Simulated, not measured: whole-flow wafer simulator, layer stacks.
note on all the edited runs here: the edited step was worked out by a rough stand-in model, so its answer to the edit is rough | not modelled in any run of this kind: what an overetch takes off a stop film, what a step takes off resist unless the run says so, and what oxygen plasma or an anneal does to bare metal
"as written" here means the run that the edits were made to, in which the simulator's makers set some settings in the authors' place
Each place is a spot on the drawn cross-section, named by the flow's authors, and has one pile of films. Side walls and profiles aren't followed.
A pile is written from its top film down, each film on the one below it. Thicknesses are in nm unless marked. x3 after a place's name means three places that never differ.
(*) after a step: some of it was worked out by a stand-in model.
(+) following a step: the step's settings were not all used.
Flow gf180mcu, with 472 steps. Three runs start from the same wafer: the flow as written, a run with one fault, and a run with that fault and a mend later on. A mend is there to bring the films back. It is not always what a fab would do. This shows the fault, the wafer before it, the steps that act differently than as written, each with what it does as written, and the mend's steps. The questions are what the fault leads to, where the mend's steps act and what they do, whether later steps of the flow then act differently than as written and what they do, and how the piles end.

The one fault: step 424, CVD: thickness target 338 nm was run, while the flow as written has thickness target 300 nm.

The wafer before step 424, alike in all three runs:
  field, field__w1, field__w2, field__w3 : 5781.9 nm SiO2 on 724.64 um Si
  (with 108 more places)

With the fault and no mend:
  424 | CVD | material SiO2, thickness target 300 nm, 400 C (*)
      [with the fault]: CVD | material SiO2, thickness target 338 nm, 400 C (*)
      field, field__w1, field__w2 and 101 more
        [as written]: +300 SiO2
        [with the fault]: +338 SiO2
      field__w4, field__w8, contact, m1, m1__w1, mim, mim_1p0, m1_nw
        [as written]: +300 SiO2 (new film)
        [with the fault]: +338 SiO2 (new film)
  Later steps of the flow acting differently than as written (2 other steps are not shown; they differ only slightly, by no more than 2% or 0.5 nm, whichever is larger):
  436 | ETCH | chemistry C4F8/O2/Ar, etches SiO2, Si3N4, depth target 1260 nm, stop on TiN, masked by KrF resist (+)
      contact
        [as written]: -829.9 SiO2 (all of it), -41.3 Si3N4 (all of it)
        [with the fault]: -867.9 SiO2 (all of it), -41.3 Si3N4 (all of it)
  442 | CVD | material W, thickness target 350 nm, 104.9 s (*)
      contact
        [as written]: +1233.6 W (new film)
        [with the fault]: +1271.9 W (new film)
  The piles end different from the flow's at field__w4, field__w8, contact, m1, m1__w1, mim, mim_1p0, m1_nw by more than 2% or 0.5 nm, whichever is larger.
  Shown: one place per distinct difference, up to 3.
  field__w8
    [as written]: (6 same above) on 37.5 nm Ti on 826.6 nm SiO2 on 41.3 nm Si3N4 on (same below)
    [with the fault]: (6 same above) on 37.5 nm Ti on 864.6 nm SiO2 on 41.3 nm Si3N4 on (same below)
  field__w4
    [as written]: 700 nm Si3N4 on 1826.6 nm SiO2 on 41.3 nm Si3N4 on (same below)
    [with the fault]: 700 nm Si3N4 on 1864.6 nm SiO2 on 41.3 nm Si3N4 on (same below)
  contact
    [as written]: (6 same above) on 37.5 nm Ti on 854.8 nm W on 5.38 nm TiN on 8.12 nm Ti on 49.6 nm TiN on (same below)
    [with the fault]: (6 same above) on 37.5 nm Ti on 893.1 nm W on 5.26 nm TiN on 7.94 nm Ti on 49.6 nm TiN on (same below)

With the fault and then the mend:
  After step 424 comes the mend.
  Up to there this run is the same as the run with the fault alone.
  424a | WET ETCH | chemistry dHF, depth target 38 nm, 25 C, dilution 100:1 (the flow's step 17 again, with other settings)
      field, field__w1, field__w2 and 109 more
        -38 SiO2
  None of the later steps of the flow acts differently than as written at any place that is followed.
  By the end, the piles equal the flow's at every place that both follow.
